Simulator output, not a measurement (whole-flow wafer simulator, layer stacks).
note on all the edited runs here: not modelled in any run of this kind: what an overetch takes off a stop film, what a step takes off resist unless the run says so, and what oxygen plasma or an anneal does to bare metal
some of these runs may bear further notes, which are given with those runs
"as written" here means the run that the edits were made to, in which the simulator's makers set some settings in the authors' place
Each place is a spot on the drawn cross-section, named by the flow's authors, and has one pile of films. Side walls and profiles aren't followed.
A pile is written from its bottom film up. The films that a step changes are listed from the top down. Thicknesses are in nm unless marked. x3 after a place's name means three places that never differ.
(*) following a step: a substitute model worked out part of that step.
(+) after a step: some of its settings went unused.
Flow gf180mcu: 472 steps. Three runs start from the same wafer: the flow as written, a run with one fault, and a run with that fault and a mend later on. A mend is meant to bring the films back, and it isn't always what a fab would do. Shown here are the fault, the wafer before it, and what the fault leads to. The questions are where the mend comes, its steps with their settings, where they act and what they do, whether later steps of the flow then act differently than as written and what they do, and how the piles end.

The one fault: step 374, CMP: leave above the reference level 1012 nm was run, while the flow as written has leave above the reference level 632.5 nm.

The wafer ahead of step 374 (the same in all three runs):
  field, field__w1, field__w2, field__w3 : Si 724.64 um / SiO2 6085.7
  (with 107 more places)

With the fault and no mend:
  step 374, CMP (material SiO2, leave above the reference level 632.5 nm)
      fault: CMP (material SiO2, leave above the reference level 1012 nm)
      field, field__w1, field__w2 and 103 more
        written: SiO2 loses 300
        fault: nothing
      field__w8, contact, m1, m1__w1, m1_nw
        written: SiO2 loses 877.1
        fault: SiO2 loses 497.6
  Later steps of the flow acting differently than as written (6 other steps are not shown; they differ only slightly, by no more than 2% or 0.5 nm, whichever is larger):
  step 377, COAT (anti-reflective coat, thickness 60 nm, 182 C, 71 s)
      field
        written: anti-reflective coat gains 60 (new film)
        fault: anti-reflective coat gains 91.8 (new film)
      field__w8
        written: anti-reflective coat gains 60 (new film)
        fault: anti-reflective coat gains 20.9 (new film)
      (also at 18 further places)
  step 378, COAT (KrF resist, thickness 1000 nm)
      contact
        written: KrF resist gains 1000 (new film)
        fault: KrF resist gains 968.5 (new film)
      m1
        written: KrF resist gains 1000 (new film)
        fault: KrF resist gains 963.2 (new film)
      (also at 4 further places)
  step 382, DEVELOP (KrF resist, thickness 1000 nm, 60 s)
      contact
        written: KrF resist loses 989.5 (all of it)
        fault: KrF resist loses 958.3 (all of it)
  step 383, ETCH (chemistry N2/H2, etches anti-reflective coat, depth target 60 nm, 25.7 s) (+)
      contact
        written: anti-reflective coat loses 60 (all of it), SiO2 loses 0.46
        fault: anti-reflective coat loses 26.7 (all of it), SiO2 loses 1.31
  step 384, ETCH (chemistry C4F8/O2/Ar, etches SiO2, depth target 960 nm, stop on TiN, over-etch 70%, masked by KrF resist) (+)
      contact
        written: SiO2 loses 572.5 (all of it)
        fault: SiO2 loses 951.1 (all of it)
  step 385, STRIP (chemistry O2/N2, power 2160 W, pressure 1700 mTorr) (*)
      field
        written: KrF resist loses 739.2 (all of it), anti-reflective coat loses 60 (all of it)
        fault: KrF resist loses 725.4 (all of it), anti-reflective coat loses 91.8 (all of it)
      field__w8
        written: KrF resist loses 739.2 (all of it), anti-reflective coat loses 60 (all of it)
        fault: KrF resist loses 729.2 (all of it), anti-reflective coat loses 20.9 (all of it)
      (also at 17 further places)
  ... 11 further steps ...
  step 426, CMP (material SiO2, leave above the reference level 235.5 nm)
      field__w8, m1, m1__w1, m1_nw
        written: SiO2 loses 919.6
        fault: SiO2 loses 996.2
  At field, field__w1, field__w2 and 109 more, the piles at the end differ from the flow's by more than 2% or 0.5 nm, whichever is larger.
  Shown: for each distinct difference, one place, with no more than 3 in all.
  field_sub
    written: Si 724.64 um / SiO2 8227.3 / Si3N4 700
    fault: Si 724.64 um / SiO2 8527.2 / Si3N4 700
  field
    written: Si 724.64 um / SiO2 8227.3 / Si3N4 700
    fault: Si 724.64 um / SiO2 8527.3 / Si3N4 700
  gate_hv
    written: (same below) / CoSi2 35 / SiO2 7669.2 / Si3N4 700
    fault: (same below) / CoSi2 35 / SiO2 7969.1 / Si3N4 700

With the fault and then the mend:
  The mend stands after step 374.
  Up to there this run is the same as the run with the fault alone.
  step 374a, CMP (material SiO2, leave above the reference level 632.5 nm) (a further turn of the flow's step 374)
      field, field__w1, field__w2 and 103 more
        SiO2 loses 300
      field__w8, contact, m1, m1__w1, m1_nw
        SiO2 loses 379.5
  Every later step of the flow that is run acts as written at every place that is followed.
  At every place that both follow, the piles at the end match the flow's.
